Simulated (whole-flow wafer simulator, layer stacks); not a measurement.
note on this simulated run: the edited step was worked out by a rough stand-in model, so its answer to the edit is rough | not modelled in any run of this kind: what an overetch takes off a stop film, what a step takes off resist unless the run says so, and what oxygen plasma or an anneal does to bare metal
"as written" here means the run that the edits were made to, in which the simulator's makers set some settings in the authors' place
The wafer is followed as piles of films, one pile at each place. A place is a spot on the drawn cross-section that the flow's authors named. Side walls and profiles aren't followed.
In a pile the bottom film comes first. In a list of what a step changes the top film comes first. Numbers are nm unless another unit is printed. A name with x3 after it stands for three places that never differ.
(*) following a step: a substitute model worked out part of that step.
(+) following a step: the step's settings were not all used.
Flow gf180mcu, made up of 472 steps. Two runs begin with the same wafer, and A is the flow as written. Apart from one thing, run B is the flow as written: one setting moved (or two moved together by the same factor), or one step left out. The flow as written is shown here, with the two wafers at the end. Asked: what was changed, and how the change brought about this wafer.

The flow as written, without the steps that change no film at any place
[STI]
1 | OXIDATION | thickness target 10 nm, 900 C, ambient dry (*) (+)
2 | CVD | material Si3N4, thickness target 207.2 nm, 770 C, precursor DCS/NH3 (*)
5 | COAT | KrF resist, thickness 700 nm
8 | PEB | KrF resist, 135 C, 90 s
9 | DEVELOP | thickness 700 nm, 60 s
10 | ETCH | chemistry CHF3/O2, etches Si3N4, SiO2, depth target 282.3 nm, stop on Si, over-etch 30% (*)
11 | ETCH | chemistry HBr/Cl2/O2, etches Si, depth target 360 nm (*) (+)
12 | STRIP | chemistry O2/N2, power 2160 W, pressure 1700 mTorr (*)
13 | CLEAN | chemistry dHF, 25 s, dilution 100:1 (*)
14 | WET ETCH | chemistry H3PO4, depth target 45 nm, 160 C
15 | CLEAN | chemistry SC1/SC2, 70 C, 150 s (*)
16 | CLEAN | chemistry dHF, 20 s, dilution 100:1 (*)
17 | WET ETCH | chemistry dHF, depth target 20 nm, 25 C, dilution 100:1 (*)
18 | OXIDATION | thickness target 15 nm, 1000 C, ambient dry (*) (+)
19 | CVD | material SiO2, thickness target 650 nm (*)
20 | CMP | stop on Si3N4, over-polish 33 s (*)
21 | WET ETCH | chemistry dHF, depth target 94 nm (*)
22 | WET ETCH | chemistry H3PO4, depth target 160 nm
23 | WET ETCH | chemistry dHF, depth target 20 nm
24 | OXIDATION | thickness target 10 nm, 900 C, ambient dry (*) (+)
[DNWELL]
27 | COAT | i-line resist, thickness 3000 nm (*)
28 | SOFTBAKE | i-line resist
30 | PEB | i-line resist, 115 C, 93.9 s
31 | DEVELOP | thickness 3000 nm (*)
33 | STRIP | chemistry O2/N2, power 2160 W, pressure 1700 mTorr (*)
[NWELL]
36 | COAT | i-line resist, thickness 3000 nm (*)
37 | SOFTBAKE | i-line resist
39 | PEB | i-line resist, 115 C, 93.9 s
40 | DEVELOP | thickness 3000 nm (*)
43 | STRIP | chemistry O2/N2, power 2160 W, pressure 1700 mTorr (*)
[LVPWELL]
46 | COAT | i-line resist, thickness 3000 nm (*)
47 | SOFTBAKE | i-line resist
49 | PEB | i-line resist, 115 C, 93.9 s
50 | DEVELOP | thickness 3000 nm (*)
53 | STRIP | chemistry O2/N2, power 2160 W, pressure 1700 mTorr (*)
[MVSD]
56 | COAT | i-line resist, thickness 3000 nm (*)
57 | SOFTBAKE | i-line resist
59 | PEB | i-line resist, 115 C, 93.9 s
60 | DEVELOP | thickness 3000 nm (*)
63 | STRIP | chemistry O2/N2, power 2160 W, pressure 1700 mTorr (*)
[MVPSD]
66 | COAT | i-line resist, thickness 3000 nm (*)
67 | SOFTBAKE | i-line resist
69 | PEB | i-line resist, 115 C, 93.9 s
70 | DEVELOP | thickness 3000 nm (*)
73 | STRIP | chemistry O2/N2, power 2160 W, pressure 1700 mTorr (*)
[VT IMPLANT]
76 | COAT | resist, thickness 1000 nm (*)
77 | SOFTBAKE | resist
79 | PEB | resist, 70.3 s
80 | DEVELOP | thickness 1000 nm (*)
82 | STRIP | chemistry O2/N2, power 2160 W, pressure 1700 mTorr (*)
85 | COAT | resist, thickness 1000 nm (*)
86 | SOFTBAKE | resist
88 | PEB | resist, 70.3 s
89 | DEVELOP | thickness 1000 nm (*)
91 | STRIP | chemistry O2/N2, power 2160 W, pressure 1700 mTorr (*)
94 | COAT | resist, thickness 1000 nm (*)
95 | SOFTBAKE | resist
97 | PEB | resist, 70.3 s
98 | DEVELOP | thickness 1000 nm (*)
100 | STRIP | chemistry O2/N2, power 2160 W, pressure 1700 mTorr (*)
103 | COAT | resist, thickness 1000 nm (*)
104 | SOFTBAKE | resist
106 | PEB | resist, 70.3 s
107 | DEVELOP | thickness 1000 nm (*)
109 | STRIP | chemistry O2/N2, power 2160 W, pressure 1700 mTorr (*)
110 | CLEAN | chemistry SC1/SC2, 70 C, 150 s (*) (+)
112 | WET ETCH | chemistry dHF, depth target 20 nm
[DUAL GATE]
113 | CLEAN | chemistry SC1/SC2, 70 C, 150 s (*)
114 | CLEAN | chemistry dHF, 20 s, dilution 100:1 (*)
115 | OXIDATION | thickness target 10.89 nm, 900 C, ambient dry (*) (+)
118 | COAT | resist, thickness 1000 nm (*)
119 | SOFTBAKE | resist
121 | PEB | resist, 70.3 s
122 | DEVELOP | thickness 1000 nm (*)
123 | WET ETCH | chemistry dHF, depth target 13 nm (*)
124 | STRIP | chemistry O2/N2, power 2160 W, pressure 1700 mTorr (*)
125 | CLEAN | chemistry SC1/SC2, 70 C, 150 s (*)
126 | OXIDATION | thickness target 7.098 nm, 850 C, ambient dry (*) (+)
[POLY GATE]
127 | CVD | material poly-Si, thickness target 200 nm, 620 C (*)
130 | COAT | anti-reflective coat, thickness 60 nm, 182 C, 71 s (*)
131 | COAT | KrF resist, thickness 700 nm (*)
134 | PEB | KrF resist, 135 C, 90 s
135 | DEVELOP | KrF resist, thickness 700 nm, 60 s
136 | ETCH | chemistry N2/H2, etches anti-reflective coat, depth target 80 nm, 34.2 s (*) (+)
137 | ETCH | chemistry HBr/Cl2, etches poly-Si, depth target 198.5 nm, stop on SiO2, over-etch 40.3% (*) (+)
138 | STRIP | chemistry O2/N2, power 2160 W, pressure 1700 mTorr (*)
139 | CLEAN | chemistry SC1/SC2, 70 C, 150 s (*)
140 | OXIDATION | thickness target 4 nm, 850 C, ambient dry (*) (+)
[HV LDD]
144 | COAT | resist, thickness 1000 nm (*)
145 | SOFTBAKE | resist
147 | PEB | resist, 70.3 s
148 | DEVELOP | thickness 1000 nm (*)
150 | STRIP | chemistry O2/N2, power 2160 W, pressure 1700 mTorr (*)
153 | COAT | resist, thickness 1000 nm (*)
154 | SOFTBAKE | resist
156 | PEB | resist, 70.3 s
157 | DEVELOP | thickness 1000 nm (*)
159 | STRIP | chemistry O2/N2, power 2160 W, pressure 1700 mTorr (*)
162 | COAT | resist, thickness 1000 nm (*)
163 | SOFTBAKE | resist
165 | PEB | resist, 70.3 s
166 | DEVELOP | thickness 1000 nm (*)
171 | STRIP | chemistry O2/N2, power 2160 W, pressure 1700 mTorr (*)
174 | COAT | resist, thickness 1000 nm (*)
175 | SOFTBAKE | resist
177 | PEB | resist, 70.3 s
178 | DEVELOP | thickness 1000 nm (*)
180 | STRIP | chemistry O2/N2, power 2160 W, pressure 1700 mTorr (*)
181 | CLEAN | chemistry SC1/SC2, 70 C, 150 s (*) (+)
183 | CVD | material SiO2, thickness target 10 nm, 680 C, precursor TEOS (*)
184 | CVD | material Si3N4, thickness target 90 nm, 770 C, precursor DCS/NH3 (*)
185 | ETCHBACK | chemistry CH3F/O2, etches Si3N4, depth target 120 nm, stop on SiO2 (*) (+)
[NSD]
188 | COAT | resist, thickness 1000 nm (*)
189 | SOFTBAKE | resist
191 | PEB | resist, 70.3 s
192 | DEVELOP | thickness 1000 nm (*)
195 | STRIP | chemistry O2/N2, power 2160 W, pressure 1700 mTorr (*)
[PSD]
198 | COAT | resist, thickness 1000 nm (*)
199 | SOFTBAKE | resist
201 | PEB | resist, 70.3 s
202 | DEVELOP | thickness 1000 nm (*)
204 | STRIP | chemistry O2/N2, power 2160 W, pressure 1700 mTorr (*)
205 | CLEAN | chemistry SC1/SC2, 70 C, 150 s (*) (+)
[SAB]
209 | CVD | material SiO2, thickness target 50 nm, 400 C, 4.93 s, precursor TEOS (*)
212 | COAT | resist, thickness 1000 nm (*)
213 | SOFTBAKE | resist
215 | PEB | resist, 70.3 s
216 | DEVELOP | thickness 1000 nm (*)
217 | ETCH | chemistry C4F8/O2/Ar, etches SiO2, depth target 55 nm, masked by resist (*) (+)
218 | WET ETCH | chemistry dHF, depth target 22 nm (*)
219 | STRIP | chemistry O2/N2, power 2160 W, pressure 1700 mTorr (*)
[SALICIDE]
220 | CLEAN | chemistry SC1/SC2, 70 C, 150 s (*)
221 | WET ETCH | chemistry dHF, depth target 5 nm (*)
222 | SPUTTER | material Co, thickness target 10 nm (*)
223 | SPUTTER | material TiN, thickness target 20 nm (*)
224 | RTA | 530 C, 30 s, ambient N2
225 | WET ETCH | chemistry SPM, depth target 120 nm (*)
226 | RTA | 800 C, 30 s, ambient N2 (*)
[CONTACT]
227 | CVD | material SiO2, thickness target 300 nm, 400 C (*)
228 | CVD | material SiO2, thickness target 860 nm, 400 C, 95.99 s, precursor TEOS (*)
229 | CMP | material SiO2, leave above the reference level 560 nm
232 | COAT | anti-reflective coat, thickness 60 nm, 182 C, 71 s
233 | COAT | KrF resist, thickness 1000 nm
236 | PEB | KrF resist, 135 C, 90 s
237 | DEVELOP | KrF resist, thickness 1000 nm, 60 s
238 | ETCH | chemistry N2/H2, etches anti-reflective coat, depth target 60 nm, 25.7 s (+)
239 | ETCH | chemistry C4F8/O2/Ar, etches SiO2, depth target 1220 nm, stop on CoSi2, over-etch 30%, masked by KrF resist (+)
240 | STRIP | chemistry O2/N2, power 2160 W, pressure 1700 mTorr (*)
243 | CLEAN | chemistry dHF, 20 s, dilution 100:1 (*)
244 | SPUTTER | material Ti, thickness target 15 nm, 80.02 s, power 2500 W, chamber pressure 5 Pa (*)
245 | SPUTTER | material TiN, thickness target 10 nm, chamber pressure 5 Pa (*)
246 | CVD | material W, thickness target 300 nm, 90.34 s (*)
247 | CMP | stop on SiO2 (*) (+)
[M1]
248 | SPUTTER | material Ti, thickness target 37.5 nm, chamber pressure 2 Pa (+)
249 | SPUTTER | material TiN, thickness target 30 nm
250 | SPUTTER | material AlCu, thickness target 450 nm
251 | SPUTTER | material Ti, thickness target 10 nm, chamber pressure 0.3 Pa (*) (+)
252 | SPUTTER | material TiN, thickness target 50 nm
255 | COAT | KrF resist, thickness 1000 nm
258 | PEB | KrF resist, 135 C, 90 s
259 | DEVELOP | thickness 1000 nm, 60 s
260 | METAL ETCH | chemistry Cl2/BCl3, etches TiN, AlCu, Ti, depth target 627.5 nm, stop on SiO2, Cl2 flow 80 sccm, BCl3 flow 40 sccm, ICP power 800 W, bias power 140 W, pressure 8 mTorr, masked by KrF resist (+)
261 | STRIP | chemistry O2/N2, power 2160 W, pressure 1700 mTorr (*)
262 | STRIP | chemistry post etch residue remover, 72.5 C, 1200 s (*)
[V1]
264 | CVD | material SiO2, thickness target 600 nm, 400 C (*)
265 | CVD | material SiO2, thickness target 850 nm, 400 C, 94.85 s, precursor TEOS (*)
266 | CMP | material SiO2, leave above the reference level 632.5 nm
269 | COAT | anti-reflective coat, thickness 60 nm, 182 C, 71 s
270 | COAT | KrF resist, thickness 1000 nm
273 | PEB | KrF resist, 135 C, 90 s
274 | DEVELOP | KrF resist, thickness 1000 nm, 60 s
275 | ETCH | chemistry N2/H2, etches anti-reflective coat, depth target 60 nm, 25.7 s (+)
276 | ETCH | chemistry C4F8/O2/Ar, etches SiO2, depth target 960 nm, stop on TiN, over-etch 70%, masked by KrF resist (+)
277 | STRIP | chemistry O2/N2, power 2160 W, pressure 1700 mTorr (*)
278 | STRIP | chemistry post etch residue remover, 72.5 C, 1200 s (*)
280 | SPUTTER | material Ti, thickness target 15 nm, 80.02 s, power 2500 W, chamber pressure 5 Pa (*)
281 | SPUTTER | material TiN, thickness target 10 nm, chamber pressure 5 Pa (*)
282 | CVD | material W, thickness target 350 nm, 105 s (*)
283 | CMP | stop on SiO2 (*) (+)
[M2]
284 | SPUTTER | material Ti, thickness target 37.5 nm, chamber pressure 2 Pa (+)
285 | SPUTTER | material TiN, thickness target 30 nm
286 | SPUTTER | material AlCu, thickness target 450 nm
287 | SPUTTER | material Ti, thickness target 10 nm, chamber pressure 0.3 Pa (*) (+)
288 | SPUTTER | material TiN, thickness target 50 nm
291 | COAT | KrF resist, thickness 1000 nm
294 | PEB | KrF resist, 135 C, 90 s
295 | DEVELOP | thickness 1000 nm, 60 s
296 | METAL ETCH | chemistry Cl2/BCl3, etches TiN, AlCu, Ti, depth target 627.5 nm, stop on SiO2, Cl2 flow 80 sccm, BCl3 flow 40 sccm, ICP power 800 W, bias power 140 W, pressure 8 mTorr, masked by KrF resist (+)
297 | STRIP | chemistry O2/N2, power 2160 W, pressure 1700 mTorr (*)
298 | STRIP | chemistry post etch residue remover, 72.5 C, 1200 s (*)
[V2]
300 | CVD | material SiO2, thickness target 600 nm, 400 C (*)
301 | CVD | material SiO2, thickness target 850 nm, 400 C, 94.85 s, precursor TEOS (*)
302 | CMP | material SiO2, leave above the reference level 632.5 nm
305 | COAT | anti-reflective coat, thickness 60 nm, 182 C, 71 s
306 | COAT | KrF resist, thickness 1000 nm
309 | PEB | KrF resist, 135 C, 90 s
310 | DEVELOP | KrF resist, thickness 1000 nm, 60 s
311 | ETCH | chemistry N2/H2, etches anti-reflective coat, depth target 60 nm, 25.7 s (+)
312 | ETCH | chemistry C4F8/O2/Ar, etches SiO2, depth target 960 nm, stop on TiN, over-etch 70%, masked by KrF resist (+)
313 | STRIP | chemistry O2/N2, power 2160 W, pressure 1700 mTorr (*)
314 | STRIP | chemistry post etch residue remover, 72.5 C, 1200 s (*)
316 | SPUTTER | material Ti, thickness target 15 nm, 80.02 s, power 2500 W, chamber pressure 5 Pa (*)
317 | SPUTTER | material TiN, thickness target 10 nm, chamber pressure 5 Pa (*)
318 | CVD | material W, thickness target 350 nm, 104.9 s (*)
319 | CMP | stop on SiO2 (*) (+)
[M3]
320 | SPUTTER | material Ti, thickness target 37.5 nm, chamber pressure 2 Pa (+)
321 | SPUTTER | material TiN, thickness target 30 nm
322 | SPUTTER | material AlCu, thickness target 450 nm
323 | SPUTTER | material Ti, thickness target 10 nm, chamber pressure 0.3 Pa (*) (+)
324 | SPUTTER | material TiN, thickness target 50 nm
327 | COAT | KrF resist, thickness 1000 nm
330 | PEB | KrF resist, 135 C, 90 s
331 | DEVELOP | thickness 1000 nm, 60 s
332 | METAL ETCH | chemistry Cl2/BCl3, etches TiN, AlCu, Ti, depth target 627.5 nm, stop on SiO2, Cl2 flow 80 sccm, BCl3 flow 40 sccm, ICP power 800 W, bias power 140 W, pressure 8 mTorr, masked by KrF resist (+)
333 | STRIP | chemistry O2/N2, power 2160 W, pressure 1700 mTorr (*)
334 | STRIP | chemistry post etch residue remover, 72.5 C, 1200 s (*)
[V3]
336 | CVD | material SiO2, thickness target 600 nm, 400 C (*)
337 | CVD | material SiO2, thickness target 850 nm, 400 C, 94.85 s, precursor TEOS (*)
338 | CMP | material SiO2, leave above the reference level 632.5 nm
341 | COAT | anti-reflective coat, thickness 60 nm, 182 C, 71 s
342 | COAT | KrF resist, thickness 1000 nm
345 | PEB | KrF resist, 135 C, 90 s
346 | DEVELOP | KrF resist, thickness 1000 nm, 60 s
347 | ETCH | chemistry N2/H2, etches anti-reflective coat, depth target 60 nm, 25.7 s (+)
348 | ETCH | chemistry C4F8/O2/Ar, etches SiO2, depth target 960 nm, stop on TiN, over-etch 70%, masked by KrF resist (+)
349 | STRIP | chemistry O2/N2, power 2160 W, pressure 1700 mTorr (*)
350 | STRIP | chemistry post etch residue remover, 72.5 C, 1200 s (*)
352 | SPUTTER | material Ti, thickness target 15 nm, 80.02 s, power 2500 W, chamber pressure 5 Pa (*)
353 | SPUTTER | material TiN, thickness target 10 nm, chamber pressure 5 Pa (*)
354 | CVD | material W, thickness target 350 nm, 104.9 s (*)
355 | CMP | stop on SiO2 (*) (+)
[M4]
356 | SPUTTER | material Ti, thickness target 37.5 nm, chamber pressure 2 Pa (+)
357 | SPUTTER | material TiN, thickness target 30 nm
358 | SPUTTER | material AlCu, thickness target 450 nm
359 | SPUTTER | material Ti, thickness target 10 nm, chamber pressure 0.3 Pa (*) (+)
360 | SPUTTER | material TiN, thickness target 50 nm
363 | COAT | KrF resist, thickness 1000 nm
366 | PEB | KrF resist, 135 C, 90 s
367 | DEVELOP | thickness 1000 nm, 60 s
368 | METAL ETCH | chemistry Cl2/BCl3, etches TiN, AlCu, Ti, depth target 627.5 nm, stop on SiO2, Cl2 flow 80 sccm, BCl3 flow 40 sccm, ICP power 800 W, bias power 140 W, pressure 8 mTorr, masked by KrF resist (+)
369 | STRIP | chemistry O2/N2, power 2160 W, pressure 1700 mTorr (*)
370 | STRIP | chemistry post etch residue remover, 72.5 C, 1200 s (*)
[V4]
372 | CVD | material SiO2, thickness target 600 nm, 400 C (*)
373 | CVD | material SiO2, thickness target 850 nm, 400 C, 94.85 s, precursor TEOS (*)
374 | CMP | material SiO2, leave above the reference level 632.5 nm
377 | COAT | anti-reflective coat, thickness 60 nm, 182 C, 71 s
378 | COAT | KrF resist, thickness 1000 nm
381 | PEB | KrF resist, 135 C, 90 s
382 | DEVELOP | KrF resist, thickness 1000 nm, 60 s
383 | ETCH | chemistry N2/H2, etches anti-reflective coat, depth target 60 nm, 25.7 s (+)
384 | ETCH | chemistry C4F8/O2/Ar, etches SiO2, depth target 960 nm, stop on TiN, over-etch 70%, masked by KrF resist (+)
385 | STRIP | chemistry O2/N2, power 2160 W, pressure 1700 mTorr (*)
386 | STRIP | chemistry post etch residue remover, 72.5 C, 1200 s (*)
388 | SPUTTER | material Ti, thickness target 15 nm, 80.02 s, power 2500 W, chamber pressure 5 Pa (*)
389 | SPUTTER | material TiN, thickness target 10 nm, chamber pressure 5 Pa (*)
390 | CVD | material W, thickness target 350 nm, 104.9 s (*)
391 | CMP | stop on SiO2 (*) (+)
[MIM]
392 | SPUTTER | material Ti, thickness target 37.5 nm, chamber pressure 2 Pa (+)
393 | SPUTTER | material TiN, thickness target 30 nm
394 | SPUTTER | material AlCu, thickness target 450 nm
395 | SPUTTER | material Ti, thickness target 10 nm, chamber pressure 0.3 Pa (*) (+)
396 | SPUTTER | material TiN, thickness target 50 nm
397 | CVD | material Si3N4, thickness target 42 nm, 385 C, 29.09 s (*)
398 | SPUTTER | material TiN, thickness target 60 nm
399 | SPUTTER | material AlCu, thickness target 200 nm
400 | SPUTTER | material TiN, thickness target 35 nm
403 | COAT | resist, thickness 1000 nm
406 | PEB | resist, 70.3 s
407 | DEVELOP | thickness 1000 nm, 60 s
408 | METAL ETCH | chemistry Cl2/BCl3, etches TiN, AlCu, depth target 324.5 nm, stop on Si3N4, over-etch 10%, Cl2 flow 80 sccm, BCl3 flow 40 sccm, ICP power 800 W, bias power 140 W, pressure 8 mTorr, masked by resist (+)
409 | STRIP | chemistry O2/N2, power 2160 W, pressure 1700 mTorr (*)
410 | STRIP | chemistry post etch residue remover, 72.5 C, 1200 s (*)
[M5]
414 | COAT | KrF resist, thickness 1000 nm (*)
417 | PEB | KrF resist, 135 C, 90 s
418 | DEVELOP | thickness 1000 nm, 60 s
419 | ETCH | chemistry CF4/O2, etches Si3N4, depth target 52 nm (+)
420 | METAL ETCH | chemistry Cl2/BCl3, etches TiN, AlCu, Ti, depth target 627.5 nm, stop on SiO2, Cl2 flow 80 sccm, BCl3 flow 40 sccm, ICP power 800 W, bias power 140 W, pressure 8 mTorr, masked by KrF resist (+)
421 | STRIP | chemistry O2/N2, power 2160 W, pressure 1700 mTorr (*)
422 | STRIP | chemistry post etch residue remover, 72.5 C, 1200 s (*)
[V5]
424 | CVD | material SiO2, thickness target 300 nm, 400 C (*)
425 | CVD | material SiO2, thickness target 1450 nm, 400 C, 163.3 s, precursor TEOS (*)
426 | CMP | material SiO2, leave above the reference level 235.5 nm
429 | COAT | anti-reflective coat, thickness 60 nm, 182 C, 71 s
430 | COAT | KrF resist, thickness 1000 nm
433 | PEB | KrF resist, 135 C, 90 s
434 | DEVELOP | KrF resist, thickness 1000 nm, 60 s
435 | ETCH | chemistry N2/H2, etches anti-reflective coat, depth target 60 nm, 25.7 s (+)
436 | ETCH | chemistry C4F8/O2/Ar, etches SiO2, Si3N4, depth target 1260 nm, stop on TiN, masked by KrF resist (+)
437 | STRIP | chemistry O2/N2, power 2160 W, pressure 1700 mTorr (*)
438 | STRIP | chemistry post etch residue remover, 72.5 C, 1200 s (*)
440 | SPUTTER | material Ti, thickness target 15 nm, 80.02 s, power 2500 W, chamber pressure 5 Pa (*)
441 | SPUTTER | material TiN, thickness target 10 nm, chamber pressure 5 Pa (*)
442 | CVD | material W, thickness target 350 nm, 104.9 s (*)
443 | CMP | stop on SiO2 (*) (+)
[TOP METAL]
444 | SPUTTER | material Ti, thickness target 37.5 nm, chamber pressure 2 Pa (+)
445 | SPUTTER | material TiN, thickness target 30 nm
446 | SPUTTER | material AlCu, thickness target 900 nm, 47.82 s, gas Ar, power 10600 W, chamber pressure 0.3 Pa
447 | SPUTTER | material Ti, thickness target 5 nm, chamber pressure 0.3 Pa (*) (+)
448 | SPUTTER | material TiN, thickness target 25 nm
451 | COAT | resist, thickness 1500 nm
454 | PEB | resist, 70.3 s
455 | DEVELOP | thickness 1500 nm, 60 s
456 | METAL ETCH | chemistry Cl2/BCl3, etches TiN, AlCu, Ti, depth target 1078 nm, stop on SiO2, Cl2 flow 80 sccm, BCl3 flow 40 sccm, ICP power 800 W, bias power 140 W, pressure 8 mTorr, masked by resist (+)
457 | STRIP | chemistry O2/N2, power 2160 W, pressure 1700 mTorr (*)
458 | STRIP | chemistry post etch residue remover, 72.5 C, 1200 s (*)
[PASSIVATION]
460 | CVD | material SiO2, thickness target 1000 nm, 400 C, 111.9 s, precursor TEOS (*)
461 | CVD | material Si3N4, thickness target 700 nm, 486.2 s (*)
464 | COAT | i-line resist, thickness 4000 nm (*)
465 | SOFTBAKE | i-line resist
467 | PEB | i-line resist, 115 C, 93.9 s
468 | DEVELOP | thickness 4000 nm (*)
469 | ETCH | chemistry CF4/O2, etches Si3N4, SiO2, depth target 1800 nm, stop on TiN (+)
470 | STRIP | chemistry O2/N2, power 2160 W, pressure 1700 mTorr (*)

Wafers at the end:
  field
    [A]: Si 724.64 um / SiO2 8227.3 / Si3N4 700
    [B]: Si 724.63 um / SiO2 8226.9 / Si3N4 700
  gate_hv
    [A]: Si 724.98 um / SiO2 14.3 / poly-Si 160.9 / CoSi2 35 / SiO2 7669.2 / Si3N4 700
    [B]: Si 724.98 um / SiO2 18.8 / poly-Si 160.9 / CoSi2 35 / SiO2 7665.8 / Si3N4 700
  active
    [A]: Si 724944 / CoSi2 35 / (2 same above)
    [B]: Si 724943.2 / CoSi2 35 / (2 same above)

What caused this: step 115, OXIDATION: thickness target 15.89 nm was run, though the flow has thickness target 10.89 nm.

How this came from the change, step by step:
  115 | OXIDATION | thickness target 10.89 nm, 900 C, ambient dry (*) (+)
      active, n_well, p_well and 40 more: A SiO2 gains 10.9 (new film), Si loses 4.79 | B SiO2 gains 15.9 (new film), Si loses 6.99
      sti, mim_1p0, pad and 19 more: A SiO2 gains 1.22, Si loses 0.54 | B SiO2 gains 2.22, Si loses 0.98
      (and at 27 other places as well)
  123 | WET ETCH | chemistry dHF, depth target 13 nm (*)
      active, n_well, p_well and 12 more: A SiO2 loses 10.9 (all of it) | B SiO2 loses 13
  124 | STRIP | chemistry O2/N2, power 2160 W, pressure 1700 mTorr (*)
      active, n_well, p_well and 12 more: A chemical SiO2 gains 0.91 (new film), Si loses 0.4 | B nothing
  126 | OXIDATION | thickness target 7.098 nm, 850 C, ambient dry (*) (+)
      active, n_well, p_well and 12 more: A SiO2 gains 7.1 (new film), chemical SiO2 loses 0.76 (all of it), Si loses 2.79 | B SiO2 gains 4.65, Si loses 2.05
  130 | COAT | anti-reflective coat, thickness 60 nm, 182 C, 71 s (*)
      p_well, spacer, sd_n: A anti-reflective coat gains 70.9 (new film) | B anti-reflective coat gains 72.7 (new film)
      ld_fp_p, ld_drift_p: A anti-reflective coat gains 47.8 (new film) | B anti-reflective coat gains 48.9 (new film)
      (and at 5 other places as well)
  136 | ETCH | chemistry N2/H2, etches anti-reflective coat, depth target 80 nm, 34.2 s (*) (+)
      p_well, spacer, sd_n: A anti-reflective coat loses 70.9 (all of it), poly-Si loses 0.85 | B anti-reflective coat loses 72.7 (all of it), poly-Si loses 0.8
      ldn_dft, ldp_dft: A anti-reflective coat loses 48.7 (all of it), poly-Si loses 1.42 | B anti-reflective coat loses 49.8 (all of it), poly-Si loses 1.39
      (and at 2 other places as well)
  138 | STRIP | chemistry O2/N2, power 2160 W, pressure 1700 mTorr (*)
      ld_fp_p: A chemical SiO2 gains 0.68 (new film), KrF resist loses 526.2 (all of it), anti-reflective coat loses 47.8 (all of it), poly-Si loses 0.3 | B chemical SiO2 gains 0.68 (new film), KrF resist loses 526 (all of it), anti-reflective coat loses 48.9 (all of it), poly-Si loses 0.3
      ldn_fp: A chemical SiO2 gains 0.68 (new film), KrF resist loses 530.2 (all of it), anti-reflective coat loses 48.5 (all of it), poly-Si loses 0.3 | B chemical SiO2 gains 0.68 (new film), KrF resist loses 530 (all of it), anti-reflective coat loses 49.6 (all of it), poly-Si loses 0.3
      (and at 1 other place as well)
  189 | SOFTBAKE | resist
      field__w9: A resist gains 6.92 | B resist loses 3.07
      active_nat: A resist gains 5.49 | B resist gains 9.32
  199 | SOFTBAKE | resist
      field__w9: A resist gains 6.92 | B resist loses 3.07
      active_nat: A resist gains 5.49 | B resist gains 9.32
  218 | WET ETCH | chemistry dHF, depth target 22 nm (*)
      ldn_tap, ldn_src, ldn_drn, ldp_tap, ldp_src, ldp_drn, ldp_gr: A SiO2 loses 16 (all of it) | B SiO2 loses 20.4 (all of it)
      ld_drn_n, ld_sd_p: A SiO2 loses 14.8 (all of it) | B SiO2 loses 19.2 (all of it)
      (and at 5 other places as well)
